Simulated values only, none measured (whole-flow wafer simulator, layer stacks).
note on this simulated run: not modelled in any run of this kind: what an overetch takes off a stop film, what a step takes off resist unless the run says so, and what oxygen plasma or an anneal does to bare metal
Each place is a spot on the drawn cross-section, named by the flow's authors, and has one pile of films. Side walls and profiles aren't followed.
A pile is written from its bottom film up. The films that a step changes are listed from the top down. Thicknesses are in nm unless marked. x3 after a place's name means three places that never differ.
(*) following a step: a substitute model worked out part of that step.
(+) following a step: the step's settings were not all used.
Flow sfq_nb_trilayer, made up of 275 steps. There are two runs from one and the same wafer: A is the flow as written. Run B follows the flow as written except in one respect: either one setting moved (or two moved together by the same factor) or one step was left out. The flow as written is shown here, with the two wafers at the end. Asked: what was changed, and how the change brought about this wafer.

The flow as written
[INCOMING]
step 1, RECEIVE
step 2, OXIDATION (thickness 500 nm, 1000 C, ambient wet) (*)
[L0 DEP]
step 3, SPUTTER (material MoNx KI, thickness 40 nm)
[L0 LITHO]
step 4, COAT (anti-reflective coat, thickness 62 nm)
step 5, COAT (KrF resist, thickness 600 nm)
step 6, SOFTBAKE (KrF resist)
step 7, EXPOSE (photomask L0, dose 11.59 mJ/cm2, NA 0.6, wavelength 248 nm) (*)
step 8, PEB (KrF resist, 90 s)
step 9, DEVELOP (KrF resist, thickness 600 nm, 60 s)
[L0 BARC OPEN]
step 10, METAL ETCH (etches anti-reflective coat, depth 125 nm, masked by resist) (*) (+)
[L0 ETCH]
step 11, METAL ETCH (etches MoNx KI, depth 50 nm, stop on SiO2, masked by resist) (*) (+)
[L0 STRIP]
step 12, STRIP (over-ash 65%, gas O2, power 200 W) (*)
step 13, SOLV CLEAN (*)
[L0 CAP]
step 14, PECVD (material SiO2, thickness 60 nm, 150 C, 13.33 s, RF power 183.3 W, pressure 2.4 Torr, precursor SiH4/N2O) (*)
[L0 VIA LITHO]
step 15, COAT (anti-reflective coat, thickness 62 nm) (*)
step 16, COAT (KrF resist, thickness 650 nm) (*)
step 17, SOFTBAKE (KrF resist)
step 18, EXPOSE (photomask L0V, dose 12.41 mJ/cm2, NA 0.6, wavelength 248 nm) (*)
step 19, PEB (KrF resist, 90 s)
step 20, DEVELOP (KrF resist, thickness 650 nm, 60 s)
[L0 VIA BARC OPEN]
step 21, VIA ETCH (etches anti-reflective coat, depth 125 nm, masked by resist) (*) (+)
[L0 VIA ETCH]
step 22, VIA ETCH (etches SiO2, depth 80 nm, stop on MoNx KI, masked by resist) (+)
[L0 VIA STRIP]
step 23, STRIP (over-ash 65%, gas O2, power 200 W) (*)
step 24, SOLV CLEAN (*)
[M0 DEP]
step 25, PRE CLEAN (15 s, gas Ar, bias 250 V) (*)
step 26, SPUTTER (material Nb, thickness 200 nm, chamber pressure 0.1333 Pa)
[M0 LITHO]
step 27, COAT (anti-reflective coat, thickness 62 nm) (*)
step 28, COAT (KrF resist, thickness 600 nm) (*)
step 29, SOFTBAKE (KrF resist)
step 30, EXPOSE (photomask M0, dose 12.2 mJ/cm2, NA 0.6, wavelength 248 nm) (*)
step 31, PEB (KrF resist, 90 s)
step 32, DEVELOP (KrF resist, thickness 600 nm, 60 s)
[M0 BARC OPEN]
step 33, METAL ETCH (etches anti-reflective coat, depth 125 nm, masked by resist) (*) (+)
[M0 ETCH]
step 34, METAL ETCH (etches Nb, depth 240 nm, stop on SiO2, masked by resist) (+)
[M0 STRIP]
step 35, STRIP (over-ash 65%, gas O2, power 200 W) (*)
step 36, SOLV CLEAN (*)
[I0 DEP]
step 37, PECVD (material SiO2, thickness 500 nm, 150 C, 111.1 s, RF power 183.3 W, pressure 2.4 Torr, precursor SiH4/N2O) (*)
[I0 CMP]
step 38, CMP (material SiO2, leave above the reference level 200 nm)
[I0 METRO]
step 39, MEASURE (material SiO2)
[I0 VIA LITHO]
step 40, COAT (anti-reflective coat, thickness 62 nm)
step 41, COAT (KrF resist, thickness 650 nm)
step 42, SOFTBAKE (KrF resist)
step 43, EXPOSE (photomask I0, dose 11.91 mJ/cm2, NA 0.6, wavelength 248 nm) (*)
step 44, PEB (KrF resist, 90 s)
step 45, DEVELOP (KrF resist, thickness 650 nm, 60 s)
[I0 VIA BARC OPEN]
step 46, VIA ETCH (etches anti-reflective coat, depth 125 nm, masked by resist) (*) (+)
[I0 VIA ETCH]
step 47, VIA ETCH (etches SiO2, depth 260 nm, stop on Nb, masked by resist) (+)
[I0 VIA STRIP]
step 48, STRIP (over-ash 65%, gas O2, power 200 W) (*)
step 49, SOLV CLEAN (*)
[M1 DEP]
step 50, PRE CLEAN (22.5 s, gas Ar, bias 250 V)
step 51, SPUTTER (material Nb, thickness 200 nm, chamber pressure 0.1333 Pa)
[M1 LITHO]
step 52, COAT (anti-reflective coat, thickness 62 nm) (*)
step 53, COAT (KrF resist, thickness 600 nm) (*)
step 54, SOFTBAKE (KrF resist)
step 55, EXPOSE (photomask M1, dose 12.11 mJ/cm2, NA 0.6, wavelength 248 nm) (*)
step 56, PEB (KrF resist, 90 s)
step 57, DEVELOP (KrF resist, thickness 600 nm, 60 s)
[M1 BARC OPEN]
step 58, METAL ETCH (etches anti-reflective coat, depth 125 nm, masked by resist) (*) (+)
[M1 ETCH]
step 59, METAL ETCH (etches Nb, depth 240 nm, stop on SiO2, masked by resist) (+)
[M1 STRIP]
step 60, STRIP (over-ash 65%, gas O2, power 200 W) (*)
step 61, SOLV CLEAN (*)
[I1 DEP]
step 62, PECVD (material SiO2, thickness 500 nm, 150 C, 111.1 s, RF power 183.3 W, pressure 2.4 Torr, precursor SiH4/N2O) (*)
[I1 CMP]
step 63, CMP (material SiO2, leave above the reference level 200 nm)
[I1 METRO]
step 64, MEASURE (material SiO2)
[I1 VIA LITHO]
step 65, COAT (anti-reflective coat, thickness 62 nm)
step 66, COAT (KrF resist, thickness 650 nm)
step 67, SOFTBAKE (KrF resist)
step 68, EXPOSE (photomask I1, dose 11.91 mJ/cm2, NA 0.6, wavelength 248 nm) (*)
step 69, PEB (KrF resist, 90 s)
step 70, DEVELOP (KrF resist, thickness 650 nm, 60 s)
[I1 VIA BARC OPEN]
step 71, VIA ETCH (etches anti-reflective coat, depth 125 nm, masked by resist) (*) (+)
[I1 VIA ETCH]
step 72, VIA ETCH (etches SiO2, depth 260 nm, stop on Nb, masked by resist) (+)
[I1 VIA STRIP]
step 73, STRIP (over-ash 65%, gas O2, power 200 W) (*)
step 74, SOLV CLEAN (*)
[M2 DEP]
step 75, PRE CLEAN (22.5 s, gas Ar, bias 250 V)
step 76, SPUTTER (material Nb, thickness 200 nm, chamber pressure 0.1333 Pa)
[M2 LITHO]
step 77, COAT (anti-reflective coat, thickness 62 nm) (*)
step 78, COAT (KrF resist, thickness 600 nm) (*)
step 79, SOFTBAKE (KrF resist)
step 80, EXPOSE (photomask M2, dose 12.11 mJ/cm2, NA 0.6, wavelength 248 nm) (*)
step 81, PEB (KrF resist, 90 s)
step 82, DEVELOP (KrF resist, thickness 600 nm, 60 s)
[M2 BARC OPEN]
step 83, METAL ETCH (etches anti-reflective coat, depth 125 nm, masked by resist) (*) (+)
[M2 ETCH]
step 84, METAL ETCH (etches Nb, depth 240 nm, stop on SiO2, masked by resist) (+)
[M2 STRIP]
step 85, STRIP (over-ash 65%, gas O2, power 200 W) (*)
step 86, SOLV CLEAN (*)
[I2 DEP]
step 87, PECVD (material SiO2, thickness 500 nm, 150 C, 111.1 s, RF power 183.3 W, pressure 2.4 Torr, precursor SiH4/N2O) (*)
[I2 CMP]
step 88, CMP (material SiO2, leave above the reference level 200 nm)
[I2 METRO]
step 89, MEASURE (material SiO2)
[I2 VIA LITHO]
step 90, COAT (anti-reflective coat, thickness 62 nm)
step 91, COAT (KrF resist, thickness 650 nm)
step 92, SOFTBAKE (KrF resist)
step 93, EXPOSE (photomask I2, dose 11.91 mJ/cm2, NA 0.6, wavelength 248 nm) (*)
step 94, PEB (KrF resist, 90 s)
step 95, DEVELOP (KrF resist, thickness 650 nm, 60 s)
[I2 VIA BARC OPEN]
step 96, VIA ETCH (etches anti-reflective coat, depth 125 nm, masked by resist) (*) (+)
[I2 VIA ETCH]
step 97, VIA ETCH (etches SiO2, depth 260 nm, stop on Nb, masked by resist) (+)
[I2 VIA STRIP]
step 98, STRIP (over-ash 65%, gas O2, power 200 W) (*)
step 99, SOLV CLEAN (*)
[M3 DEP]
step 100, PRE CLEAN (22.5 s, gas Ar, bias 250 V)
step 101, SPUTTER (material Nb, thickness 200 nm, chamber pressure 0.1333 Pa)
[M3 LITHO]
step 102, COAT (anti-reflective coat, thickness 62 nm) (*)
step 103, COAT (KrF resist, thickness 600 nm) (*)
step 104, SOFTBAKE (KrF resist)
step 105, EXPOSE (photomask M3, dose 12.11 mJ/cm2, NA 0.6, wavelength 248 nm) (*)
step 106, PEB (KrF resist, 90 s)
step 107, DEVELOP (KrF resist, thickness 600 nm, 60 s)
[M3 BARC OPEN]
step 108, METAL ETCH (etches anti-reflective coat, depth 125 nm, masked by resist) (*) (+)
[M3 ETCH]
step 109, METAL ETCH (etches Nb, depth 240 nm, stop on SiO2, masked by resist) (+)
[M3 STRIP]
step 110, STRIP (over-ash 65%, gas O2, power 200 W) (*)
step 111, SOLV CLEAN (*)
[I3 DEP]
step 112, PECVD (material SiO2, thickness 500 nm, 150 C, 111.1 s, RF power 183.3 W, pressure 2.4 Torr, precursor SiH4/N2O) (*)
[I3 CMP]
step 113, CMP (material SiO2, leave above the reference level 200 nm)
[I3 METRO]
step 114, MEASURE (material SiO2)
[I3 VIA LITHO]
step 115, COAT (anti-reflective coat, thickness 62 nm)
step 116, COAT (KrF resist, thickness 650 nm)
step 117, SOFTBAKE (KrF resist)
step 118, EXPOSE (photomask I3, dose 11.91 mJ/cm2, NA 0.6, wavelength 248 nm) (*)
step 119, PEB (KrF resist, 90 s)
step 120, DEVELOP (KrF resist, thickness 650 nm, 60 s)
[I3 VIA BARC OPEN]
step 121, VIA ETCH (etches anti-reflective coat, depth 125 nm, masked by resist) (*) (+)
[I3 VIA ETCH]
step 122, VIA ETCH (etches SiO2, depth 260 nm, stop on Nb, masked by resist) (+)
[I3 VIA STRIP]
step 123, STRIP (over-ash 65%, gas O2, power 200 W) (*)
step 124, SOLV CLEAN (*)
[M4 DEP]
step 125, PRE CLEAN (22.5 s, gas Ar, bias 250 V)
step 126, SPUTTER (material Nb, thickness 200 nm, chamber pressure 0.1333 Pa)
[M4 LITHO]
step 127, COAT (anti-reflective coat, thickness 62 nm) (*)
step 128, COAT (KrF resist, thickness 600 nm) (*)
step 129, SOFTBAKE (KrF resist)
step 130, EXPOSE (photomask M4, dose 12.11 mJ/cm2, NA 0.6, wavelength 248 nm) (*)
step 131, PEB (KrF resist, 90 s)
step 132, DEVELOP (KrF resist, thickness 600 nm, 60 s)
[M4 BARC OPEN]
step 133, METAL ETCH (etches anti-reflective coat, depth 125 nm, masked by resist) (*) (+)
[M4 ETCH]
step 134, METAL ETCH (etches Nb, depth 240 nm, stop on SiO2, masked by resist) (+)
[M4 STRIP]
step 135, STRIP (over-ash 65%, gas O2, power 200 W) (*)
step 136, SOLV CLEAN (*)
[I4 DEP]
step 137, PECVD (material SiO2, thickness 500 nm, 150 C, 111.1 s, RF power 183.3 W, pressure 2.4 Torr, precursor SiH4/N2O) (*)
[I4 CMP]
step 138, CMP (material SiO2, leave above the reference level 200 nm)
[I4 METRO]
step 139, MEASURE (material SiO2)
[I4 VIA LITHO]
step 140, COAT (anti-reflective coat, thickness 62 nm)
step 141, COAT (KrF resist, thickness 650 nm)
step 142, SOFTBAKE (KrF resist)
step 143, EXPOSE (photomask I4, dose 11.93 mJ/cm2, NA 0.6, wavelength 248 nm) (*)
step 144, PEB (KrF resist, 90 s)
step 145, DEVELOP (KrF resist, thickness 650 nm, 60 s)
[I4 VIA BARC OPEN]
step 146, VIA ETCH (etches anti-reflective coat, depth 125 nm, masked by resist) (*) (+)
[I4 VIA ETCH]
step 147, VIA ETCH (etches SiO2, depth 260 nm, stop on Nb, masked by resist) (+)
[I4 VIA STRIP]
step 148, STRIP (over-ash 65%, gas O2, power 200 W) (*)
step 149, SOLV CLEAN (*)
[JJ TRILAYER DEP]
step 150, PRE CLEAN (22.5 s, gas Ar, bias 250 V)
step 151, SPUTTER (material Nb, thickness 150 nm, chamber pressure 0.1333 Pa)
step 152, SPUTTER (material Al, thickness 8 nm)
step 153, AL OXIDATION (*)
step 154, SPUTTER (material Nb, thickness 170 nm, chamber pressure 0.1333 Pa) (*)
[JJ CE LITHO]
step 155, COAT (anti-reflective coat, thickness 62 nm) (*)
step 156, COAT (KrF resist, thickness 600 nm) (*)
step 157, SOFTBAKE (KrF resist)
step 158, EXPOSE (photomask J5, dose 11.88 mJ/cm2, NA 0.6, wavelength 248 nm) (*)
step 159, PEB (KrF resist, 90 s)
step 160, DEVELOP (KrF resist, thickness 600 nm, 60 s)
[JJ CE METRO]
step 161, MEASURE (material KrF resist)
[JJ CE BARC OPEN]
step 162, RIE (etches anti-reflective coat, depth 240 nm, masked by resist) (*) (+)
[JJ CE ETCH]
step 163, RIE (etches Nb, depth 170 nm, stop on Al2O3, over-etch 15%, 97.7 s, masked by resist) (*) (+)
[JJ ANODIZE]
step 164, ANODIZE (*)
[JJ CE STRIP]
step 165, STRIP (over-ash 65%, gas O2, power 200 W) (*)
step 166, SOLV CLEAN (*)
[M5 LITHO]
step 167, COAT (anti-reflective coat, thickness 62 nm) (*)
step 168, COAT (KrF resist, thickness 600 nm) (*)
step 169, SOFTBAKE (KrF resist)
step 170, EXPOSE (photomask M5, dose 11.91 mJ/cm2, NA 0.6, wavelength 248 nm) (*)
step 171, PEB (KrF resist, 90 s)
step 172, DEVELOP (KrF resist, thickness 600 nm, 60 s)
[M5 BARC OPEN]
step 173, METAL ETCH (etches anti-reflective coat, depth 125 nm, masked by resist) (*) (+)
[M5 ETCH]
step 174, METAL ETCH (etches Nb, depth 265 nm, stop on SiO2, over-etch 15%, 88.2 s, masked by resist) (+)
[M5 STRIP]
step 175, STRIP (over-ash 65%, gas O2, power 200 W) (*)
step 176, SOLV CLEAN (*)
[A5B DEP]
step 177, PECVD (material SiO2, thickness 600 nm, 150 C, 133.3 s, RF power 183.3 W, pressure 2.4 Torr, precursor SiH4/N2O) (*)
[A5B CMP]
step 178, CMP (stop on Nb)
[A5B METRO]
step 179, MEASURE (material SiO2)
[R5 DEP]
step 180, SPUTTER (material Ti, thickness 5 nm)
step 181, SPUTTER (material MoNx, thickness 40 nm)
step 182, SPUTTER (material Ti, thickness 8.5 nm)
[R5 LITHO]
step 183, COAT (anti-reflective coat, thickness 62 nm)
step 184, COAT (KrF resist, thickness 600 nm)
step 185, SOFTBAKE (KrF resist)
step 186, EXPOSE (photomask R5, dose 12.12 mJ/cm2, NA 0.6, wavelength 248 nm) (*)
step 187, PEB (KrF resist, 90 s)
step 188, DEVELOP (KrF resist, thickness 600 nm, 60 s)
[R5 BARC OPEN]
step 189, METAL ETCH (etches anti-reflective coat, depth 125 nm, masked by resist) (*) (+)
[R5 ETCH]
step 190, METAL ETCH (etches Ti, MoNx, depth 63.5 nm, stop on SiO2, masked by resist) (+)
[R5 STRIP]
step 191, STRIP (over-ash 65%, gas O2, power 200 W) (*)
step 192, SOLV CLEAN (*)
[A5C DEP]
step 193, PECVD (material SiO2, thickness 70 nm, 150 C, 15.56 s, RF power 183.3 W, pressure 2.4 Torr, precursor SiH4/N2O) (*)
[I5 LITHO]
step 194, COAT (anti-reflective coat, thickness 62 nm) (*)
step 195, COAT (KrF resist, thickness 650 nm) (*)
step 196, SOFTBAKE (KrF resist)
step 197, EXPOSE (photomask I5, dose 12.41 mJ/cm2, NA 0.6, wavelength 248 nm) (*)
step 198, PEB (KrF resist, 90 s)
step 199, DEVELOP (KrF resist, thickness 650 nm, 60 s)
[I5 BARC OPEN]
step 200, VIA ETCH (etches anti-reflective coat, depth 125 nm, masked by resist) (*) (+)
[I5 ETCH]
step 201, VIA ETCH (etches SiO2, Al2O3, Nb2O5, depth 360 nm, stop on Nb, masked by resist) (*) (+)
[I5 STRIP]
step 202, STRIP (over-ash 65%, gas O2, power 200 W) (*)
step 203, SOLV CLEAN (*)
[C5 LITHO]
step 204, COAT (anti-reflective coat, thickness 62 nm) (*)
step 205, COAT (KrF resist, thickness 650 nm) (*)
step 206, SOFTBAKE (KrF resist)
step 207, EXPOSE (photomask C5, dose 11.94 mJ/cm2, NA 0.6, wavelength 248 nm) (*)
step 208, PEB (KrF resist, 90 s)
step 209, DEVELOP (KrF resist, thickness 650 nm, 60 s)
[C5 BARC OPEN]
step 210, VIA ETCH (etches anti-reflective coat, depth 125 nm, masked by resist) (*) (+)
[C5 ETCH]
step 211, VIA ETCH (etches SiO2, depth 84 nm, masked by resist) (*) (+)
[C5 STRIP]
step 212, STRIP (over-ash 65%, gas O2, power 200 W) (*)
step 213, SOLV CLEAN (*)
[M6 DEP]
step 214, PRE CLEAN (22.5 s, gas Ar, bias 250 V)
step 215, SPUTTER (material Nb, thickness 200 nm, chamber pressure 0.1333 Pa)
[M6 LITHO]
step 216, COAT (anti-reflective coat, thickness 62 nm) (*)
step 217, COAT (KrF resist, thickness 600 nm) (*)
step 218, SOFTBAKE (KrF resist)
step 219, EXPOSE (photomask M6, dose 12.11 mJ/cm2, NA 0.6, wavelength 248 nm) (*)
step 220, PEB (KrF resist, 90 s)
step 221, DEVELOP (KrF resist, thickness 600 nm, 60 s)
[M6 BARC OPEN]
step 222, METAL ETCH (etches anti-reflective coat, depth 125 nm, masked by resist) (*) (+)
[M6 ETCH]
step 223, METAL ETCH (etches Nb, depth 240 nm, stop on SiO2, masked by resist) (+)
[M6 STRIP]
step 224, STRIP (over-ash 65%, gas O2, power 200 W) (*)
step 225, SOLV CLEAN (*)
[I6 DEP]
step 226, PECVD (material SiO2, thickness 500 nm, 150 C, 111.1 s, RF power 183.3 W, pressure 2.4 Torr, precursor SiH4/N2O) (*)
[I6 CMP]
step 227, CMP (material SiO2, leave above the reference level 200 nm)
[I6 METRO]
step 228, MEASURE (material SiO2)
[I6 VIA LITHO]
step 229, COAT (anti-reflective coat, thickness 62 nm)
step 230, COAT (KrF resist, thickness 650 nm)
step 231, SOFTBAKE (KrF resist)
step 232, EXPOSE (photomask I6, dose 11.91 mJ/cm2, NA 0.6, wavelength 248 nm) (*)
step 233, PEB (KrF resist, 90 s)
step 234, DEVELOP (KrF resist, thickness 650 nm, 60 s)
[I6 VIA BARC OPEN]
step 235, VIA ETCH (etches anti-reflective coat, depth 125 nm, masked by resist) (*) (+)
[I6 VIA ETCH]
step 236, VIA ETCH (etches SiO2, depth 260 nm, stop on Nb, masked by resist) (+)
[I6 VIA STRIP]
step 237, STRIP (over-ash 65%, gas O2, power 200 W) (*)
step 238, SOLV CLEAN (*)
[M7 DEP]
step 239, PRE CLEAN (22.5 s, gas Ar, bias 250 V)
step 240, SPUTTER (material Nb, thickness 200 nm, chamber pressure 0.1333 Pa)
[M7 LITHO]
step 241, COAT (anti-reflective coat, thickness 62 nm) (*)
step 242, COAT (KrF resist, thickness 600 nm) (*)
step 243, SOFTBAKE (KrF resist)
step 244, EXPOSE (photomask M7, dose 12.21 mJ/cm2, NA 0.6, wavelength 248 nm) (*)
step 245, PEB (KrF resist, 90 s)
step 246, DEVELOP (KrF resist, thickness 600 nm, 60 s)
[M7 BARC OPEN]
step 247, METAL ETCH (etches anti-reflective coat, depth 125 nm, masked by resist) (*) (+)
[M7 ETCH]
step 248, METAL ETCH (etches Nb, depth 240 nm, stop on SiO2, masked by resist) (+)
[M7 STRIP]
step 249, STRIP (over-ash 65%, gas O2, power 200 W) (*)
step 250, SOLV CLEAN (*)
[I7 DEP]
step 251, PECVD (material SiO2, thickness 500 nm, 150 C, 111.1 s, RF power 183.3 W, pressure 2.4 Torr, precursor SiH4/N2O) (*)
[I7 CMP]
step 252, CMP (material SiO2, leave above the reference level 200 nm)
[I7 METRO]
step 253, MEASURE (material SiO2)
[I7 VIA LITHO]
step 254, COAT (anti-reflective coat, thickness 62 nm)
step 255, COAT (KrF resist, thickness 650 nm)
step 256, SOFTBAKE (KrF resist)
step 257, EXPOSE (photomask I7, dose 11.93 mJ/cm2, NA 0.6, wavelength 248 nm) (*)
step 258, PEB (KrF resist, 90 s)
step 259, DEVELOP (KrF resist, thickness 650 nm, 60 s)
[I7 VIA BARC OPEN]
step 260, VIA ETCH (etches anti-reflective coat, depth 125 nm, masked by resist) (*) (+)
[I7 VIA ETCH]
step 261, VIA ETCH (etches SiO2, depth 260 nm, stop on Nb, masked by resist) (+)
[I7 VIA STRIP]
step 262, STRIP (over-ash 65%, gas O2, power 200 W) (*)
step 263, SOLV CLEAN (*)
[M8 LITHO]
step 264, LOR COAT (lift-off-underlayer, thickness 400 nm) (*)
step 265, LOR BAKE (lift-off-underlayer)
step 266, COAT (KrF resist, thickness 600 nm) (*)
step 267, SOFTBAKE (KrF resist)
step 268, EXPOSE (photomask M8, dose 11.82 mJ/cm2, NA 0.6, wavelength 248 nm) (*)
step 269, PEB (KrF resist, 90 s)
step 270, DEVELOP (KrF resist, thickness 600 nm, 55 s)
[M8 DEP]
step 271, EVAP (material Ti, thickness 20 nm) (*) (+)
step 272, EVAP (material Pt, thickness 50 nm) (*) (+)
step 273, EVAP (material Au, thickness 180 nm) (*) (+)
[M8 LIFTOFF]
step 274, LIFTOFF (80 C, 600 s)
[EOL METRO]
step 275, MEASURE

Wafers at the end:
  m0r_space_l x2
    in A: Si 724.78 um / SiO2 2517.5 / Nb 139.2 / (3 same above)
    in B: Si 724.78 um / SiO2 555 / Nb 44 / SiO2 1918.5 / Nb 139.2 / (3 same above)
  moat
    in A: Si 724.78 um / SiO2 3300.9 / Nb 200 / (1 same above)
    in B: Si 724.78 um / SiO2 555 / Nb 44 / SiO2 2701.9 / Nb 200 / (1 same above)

Cause: step 34, METAL ETCH: depth 156 nm was run, whereas the flow has depth 240 nm.

Step by step, how the change led to this:
  step 34, METAL ETCH (etches Nb, depth 240 nm, stop on SiO2, masked by resist) (+)
      moat, m0r_space_l x2: A Nb loses 200 (all of it) | B Nb loses 156
      field_l, v_sur, via_wl and 100 more: A KrF resist loses 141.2 | B KrF resist loses 91.8
  step 35, STRIP (over-ash 65%, gas O2, power 200 W) (*)
      p4_fl, p4_fm, p4_w1 and 68 more: A KrF resist loses 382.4 (all of it), anti-reflective coat loses 62 (all of it) | B KrF resist loses 431.8 (all of it), anti-reflective coat loses 62 (all of it)
      ce_r, sp_r, be_r, r_sur: A KrF resist loses 389 (all of it), anti-reflective coat loses 63.6 (all of it) | B KrF resist loses 438.4 (all of it), anti-reflective coat loses 63.6 (all of it)
      (as well as at 28 more places)
  step 37, PECVD (material SiO2, thickness 500 nm, 150 C, 111.1 s, RF power 183.3 W, pressure 2.4 Torr, precursor SiH4/N2O) (*)
      moat, m0r_space_l x2: A SiO2 gains 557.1 | B SiO2 gains 513.1 (new film)
Taking metal films that touch as one body, m0r_space_l x2 has 2 bodies (between them, from the top down: SiO2 1918.5); the flow as written gives 1 body.
Taking metal films that touch as one body, moat has 2 bodies (between them, from the top down: SiO2 2701.9); the flow as written gives 1 body.
